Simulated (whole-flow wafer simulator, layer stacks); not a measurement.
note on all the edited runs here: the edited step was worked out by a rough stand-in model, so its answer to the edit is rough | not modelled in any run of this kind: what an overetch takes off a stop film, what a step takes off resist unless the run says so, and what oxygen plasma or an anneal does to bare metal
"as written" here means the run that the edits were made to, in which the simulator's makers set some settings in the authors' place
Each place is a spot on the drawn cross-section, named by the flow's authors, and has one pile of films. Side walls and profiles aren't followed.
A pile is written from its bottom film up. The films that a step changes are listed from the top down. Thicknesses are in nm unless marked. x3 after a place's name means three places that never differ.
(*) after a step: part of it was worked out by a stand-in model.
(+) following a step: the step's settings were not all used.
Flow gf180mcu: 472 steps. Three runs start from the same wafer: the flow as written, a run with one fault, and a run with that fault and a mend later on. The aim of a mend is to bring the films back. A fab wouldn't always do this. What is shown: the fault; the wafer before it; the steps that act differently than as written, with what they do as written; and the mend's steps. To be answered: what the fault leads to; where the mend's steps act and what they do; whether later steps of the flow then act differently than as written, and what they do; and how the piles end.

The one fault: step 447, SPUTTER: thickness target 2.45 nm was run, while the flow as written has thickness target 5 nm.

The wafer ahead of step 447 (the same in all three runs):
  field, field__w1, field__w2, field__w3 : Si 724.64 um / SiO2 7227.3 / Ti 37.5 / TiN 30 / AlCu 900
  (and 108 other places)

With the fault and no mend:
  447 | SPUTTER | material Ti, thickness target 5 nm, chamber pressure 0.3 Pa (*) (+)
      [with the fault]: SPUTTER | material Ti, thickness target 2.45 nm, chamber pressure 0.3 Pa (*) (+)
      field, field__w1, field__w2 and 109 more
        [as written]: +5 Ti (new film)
        [with the fault]: +2.45 Ti (new film)
  Steps further on in the flow that do not act as written (not shown: 4 more steps that differ only slightly, by at most 2% or 0.5 nm, whichever is larger):
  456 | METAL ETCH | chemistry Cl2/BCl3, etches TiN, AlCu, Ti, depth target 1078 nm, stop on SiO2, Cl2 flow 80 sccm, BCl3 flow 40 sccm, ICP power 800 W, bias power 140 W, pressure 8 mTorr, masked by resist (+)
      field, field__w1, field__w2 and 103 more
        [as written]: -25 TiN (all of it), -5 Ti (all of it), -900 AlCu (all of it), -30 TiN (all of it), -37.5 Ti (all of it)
        [with the fault]: -25 TiN (all of it), -2.45 Ti (all of it), -900 AlCu (all of it), -30 TiN (all of it), -37.5 Ti (all of it)
  By the end, the piles at field__w8, contact, m1, m1__w1, pad, m1_nw depart from the flow's by more than 2% or 0.5 nm, whichever is larger.
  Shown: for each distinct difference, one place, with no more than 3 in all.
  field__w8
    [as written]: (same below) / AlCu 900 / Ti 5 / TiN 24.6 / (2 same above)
    [with the fault]: (same below) / AlCu 900 / Ti 2.45 / TiN 24.6 / (2 same above)
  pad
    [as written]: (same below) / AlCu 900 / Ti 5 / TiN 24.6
    [with the fault]: (same below) / AlCu 900 / Ti 2.45 / TiN 24.6

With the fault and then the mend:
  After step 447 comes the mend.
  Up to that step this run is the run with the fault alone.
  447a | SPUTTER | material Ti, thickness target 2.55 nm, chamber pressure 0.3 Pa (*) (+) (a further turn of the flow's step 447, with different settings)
      field, field__w1, field__w2 and 109 more
        +2.55 Ti
  Every later step of the flow that is run acts as written at every place that is followed.
  The piles end the same as the flow's at every place that both follow.
